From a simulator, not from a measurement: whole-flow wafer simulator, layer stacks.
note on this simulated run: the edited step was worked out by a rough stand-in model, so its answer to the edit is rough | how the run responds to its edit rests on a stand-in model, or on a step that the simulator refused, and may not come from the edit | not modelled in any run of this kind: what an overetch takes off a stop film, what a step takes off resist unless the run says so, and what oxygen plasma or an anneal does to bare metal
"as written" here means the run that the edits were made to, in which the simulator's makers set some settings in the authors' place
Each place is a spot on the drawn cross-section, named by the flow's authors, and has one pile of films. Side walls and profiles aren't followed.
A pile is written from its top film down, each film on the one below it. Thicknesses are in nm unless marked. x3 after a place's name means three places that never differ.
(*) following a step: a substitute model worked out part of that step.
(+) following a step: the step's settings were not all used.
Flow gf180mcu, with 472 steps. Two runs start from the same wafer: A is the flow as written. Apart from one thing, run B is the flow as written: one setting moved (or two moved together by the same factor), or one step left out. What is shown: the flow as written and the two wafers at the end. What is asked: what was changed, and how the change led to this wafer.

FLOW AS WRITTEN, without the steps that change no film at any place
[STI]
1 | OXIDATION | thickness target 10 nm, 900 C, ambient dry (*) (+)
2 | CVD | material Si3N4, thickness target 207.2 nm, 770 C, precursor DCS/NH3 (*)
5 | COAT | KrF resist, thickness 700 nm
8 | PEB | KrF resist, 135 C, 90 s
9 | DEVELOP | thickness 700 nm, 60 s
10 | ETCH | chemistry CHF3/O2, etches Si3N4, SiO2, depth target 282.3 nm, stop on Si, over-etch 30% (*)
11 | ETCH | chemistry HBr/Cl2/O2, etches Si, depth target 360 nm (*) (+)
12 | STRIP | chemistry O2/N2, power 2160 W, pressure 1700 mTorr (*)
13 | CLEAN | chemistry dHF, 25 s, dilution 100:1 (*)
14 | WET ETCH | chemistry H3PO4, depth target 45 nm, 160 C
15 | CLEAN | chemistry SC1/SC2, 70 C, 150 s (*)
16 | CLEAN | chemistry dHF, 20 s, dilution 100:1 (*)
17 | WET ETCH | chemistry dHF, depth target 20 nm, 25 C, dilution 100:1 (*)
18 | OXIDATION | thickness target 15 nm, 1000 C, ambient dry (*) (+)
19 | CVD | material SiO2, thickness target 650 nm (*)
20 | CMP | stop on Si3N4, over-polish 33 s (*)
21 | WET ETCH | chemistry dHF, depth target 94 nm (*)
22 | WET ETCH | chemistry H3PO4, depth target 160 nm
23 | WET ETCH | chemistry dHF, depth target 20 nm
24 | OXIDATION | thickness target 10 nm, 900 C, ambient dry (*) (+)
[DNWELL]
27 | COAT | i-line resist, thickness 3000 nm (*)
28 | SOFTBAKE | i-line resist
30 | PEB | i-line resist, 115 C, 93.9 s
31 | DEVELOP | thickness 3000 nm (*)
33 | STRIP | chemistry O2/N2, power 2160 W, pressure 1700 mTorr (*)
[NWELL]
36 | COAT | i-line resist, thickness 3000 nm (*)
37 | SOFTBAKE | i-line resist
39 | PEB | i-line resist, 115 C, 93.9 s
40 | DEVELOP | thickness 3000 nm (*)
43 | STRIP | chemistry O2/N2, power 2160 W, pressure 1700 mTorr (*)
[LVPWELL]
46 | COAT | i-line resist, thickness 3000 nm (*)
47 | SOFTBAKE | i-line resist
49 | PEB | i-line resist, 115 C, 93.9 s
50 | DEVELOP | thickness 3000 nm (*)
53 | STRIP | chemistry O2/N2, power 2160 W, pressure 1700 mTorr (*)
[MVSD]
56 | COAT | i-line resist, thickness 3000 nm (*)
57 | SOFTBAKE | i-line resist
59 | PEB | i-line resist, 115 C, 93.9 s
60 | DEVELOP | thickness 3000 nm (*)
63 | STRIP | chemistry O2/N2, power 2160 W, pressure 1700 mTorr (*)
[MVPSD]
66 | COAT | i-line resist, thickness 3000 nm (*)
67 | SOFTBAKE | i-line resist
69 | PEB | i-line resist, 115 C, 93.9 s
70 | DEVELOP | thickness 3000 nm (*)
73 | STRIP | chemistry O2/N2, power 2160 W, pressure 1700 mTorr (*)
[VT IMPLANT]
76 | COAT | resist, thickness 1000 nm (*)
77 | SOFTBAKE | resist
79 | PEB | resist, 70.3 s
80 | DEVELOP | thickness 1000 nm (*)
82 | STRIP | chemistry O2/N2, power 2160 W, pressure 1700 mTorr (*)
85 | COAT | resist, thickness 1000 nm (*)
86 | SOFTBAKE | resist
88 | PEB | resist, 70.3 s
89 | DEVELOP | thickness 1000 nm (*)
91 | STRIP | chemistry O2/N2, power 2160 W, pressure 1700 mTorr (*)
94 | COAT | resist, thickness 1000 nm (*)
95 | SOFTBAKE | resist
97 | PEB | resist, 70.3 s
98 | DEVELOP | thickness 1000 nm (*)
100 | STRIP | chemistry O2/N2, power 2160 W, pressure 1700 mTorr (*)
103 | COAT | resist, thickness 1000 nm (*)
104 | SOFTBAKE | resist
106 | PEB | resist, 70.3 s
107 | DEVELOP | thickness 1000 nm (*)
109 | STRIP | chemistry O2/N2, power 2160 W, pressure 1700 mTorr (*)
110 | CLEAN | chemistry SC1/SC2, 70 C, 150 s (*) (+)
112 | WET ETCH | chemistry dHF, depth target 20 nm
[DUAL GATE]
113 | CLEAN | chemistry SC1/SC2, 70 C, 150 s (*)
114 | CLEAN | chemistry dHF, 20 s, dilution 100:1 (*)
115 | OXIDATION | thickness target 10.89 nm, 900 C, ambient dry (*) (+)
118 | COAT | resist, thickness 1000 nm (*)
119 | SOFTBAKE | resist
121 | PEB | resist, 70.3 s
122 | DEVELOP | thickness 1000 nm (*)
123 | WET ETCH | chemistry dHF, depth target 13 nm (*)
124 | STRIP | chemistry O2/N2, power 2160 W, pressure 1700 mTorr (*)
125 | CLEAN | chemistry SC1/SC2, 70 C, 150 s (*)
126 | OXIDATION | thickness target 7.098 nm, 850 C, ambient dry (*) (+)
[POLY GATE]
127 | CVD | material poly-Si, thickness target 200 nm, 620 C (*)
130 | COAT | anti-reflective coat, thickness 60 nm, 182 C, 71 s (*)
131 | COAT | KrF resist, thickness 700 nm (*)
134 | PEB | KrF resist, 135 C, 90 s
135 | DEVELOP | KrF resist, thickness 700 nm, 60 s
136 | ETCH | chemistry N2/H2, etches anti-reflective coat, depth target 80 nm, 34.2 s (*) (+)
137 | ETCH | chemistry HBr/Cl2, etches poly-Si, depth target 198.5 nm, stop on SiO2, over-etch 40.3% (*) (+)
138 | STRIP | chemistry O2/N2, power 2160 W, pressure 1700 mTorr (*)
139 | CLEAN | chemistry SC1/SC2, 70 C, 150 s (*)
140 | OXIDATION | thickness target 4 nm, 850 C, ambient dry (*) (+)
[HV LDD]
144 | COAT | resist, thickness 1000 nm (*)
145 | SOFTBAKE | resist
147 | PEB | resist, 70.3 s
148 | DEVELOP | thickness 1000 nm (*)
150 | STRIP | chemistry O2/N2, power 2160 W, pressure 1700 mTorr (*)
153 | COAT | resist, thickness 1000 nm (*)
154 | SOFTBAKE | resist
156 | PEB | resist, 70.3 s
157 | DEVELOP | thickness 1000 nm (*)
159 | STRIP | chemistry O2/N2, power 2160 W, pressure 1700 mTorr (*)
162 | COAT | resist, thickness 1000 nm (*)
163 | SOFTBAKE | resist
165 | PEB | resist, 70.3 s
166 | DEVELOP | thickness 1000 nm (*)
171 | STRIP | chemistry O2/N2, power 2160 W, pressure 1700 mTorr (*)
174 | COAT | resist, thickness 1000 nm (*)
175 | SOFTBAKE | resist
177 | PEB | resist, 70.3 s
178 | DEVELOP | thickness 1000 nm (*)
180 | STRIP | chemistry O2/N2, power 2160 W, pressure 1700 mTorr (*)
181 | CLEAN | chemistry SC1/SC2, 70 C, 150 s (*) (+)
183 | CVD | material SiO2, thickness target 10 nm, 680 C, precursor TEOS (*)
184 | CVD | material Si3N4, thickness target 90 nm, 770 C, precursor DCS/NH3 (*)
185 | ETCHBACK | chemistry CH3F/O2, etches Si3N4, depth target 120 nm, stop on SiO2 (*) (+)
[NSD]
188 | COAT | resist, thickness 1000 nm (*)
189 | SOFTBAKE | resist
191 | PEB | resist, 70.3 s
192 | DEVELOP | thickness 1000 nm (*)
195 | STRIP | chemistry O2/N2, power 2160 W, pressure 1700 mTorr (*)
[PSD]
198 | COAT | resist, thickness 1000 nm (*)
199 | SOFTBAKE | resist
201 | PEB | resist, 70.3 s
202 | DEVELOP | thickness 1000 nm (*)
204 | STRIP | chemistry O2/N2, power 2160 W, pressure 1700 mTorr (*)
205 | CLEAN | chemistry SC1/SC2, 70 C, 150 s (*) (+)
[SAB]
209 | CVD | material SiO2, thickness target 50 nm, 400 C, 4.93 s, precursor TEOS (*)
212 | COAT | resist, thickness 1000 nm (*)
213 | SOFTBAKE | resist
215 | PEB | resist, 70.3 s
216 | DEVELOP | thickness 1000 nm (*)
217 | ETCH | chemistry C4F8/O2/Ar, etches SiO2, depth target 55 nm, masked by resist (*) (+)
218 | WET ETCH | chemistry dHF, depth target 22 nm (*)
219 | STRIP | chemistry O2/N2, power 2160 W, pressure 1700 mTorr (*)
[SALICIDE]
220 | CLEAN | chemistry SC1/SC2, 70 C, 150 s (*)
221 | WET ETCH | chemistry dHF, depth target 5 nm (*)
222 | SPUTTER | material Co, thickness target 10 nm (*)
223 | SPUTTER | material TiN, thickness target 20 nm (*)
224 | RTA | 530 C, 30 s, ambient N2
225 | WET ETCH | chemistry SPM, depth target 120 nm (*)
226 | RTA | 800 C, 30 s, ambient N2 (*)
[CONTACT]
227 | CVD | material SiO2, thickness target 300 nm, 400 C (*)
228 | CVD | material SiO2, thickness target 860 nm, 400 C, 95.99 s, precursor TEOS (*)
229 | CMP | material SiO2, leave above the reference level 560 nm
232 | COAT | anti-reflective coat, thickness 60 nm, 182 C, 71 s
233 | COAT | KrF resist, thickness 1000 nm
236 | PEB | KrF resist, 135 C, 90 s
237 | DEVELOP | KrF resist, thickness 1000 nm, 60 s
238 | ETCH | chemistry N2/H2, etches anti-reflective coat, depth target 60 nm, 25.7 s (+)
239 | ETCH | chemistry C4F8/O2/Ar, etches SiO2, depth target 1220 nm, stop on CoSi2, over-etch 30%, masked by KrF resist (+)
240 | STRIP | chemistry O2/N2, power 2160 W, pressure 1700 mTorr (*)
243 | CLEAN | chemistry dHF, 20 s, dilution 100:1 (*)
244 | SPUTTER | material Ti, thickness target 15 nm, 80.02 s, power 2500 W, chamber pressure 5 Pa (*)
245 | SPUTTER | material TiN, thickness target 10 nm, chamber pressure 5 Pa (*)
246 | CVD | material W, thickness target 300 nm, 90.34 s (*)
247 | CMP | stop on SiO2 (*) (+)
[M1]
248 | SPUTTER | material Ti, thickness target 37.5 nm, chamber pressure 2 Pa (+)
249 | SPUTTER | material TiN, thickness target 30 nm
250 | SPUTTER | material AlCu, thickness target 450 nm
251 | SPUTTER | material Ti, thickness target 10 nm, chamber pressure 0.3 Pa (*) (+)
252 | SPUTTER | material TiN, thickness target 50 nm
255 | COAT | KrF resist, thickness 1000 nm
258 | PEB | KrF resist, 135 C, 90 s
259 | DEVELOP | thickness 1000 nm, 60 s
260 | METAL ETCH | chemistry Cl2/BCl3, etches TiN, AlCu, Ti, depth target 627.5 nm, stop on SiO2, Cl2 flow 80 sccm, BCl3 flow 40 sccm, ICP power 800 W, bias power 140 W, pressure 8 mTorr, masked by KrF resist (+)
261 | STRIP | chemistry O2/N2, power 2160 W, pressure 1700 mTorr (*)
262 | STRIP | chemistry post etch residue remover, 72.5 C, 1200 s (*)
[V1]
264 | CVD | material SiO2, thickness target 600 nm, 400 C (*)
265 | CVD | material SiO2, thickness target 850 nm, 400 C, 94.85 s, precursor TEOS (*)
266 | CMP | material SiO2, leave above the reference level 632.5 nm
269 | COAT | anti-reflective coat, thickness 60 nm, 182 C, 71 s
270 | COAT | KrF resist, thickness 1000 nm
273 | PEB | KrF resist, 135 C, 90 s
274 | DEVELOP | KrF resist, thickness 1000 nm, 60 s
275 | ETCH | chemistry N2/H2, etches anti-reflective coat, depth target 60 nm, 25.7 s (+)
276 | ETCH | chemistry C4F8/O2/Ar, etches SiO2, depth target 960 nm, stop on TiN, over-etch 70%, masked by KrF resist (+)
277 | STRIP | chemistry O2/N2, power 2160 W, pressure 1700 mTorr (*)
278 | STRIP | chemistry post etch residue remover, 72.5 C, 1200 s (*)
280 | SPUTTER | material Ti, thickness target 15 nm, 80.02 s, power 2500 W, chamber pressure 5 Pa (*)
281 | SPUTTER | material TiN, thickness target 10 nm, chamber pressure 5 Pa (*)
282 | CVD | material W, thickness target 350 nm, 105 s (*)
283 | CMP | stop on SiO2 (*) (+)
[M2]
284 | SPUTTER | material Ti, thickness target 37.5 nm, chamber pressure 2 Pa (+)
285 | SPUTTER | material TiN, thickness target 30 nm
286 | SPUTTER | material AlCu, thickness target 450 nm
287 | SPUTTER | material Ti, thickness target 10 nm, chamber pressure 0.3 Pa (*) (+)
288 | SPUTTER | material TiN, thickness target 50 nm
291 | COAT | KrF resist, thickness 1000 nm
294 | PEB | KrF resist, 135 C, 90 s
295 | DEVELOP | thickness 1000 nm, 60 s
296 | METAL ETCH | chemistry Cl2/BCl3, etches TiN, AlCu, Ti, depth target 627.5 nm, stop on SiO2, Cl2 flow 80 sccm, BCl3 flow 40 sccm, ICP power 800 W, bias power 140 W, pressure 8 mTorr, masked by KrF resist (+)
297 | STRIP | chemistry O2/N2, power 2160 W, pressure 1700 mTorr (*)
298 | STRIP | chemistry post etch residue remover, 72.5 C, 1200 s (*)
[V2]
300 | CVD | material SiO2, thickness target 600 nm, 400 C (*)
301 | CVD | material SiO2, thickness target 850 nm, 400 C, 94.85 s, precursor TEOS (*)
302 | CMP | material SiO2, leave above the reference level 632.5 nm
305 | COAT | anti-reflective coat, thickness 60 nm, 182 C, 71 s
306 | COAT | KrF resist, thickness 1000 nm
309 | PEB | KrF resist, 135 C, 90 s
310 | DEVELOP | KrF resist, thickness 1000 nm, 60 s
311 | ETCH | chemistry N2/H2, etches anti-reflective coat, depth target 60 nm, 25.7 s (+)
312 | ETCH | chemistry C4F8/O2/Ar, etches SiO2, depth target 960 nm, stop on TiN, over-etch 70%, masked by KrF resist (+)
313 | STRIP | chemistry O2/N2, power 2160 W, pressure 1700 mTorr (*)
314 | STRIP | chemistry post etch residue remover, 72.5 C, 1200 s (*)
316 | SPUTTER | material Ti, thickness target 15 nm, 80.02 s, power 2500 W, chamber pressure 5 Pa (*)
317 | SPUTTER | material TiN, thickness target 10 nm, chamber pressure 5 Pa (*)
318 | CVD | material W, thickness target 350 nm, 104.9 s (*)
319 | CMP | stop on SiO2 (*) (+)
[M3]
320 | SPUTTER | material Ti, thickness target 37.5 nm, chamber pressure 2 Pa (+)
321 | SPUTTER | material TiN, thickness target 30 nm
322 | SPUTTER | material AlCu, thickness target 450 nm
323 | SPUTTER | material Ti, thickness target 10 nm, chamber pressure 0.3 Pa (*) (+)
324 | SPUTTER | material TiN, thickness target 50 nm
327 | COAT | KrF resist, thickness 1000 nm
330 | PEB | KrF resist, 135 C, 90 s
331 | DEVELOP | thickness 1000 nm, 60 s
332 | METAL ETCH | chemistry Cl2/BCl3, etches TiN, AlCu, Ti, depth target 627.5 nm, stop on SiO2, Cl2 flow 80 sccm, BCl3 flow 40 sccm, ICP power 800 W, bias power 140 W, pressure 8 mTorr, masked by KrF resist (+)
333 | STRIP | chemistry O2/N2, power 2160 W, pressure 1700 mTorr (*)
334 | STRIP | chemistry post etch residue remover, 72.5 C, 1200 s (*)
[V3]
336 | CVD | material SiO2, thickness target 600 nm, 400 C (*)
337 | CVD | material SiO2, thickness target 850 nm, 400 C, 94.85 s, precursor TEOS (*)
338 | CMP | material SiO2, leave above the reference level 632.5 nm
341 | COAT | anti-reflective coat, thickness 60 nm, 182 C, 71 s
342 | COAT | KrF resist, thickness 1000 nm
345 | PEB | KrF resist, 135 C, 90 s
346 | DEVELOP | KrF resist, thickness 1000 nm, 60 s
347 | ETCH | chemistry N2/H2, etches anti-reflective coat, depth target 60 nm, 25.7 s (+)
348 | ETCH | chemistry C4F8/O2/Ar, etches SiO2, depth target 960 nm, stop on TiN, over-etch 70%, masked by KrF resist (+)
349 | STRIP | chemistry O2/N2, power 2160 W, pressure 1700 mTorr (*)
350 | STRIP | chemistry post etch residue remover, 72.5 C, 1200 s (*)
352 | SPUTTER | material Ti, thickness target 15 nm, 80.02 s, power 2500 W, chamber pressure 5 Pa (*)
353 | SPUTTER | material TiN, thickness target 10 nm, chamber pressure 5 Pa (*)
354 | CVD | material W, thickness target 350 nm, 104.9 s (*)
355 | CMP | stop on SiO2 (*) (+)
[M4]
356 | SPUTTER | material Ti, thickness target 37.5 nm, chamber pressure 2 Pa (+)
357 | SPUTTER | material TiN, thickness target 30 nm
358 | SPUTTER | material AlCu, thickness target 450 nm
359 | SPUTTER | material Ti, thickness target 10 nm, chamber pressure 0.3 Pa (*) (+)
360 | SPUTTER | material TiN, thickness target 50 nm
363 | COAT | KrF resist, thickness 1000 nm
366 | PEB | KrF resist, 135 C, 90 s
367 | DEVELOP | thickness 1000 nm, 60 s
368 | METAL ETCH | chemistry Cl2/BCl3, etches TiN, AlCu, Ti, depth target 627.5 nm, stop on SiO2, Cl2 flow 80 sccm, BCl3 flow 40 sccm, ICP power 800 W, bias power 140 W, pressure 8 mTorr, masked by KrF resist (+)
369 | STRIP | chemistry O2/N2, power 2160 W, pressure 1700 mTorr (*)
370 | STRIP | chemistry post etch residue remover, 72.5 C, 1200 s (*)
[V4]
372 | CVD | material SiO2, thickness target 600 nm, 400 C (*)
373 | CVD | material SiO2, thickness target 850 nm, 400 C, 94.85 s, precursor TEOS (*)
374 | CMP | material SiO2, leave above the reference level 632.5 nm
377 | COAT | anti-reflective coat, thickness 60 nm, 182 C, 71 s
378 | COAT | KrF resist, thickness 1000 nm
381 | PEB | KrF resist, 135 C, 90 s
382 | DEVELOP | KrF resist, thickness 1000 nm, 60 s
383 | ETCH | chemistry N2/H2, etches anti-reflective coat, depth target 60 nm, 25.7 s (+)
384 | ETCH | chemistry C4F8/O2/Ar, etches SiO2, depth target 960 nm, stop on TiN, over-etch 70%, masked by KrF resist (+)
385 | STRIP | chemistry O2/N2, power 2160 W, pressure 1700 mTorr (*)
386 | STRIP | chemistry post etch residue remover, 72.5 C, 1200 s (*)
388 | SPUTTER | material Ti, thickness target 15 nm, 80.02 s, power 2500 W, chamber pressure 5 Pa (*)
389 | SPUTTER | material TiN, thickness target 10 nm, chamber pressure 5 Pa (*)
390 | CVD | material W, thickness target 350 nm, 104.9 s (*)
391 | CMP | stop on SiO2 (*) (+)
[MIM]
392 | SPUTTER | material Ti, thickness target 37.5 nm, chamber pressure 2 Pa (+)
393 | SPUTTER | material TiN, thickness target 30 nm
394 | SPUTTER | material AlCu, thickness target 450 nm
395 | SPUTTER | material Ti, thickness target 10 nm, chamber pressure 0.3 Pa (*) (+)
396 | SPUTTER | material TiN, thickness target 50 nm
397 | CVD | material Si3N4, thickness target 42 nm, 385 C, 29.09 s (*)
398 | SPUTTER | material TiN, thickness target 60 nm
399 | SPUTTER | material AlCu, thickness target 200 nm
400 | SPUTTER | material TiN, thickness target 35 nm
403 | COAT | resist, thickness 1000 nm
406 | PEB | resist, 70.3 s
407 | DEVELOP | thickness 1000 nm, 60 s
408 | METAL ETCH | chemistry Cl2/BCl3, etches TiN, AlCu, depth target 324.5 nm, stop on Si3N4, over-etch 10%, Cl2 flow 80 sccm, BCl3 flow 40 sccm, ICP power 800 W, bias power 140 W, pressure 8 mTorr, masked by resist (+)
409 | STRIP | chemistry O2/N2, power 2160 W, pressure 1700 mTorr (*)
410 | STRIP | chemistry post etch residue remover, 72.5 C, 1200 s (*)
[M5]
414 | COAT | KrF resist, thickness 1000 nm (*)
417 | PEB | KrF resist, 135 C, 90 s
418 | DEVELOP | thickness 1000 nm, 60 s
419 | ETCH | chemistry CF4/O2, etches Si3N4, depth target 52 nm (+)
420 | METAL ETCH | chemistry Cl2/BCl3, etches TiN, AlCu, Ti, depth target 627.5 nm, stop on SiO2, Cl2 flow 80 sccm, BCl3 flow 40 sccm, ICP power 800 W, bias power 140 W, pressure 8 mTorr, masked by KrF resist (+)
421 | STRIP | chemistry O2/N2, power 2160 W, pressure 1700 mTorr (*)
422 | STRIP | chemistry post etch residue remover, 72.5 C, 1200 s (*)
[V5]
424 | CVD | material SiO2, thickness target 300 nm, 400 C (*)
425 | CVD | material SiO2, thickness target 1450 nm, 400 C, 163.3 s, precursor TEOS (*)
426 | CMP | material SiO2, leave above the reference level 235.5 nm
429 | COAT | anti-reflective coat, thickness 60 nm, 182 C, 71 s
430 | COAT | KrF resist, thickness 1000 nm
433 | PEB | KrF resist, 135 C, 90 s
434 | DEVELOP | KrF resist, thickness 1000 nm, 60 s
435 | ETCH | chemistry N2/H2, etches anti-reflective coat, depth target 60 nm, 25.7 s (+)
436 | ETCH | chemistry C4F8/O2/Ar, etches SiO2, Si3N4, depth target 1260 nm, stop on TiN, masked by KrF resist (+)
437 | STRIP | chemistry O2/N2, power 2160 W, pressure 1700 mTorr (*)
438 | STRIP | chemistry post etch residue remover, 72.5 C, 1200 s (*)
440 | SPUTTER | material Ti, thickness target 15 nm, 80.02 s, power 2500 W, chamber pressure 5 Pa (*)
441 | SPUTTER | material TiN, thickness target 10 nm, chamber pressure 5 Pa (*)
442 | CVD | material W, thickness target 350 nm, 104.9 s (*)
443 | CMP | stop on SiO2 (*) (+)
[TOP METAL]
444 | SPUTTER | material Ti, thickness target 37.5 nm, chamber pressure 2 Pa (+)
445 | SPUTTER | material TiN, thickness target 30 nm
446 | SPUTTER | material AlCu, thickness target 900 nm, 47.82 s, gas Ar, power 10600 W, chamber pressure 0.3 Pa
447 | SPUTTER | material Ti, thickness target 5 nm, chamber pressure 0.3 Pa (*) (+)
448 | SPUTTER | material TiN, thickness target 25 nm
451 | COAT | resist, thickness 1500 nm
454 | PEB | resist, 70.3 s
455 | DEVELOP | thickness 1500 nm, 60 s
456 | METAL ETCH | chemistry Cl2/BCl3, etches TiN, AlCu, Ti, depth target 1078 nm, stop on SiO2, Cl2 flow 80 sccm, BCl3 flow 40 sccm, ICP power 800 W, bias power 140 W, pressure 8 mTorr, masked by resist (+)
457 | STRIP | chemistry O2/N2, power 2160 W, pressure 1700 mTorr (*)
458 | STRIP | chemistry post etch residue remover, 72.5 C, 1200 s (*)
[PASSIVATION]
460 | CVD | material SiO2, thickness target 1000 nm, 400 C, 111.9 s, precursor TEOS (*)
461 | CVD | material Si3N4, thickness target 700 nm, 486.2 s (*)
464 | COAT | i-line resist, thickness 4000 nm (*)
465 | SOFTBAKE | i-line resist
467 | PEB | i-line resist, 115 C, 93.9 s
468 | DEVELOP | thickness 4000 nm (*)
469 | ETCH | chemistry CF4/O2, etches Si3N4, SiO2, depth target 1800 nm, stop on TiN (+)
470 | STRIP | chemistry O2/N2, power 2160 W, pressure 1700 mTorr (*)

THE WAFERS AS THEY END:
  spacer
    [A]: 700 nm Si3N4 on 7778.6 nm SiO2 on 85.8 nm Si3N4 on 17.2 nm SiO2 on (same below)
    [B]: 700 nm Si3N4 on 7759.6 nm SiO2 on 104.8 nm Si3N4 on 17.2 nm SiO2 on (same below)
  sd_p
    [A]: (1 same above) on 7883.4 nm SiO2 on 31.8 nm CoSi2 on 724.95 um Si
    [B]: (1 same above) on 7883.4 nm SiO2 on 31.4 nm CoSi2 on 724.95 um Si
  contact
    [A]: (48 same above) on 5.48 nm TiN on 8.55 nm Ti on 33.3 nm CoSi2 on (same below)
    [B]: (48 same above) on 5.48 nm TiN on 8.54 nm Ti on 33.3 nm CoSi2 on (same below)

What caused this: step 184, CVD: thickness target 109 nm was run, while the flow as written has thickness target 90 nm.

How this came from the change, step by step:
  184 | CVD | material Si3N4, thickness target 90 nm, 770 C, precursor DCS/NH3 (*)
      field, field__w1, field__w2 and 101 more: A Si3N4 gains 90 (new film) | B Si3N4 gains 109 (new film)
  185 | ETCHBACK | chemistry CH3F/O2, etches Si3N4, depth target 120 nm, stop on SiO2 (*) (+)
      field, field__w1, field__w2 and 100 more: A Si3N4 loses 90 (all of it), SiO2 loses 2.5 | B Si3N4 loses 109 (all of it), SiO2 loses 0.92
  189 | SOFTBAKE | resist
      field__w9: A resist gains 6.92 | B resist loses 3.04
      active_hv: A resist gains 2.68 | B resist loses 0.35
      (as well as at 1 more place)
  199 | SOFTBAKE | resist
      field__w9: A resist gains 6.92 | B resist loses 3.04
      active_hv: A resist gains 2.68 | B resist loses 0.35
      (as well as at 1 more place)
  209 | CVD | material SiO2, thickness target 50 nm, 400 C, 4.93 s, precursor TEOS (*)
      ld_drift_p: A SiO2 gains 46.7 | B SiO2 gains 45.4
      ld_drn_p: A SiO2 gains 46 | B SiO2 gains 44.7
  213 | SOFTBAKE | resist
      npoly_sal: A resist loses 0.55 | B nothing
      field__w5: A resist gains 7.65 | B resist gains 8.16
      (as well as at 2 more places)
  218 | WET ETCH | chemistry dHF, depth target 22 nm (*)
      gate, gate_hv, gate_p and 23 more: A SiO2 loses 5.48 (all of it) | B SiO2 loses 7.06 (all of it)
      active, p_well, sd_n, iso_ptap_pw, iso_ntap_nw, iso_ptap_sub, vpnp_e: A SiO2 loses 9.01 (all of it) | B SiO2 loses 10.6 (all of it)
      (as well as at 15 more places)
  223 | SPUTTER | material TiN, thickness target 20 nm (*)
      field__w2: A TiN gains 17 (new film) | B TiN gains 16.1 (new film)
      field__w3: A TiN gains 15.7 (new film) | B TiN gains 14.5 (new film)
      (as well as at 3 more places)
  224 | RTA | 530 C, 30 s, ambient N2
      ld_drn_p: A under 1 film: CoSi gains 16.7 (new film), Co loses 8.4 (all of it), Si loses 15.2 | B under 1 film: CoSi gains 16 (new film), Co loses 8.02 (all of it), Si loses 14.5
  225 | WET ETCH | chemistry SPM, depth target 120 nm (*)
      field__w2: A TiN loses 17 (all of it), Co loses 8.65 (all of it) | B TiN loses 16.1 (all of it), Co loses 8.3 (all of it)
      field__w3: A TiN loses 15.7 (all of it), Co loses 8.06 (all of it) | B TiN loses 14.5 (all of it), Co loses 7.58 (all of it)
      (as well as at 3 more places)
  226 | RTA | 800 C, 30 s, ambient N2 (*)
      ld_sd_n: A CoSi2 gains 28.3 (new film), CoSi loses 16.1 (all of it), Si loses 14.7 | B CoSi2 gains 27.7 (new film), CoSi loses 15.7 (all of it), Si loses 14.4
      ld_drn_n: A CoSi2 gains 31.5 (new film), CoSi loses 17.9 (all of it), Si loses 16.4 | B CoSi2 gains 30.8 (new film), CoSi loses 17.5 (all of it), Si loses 16
      (as well as at 2 more places)
  229 | CMP | material SiO2, leave above the reference level 560 nm
      spacer: A SiO2 loses 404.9 | B SiO2 loses 423.9
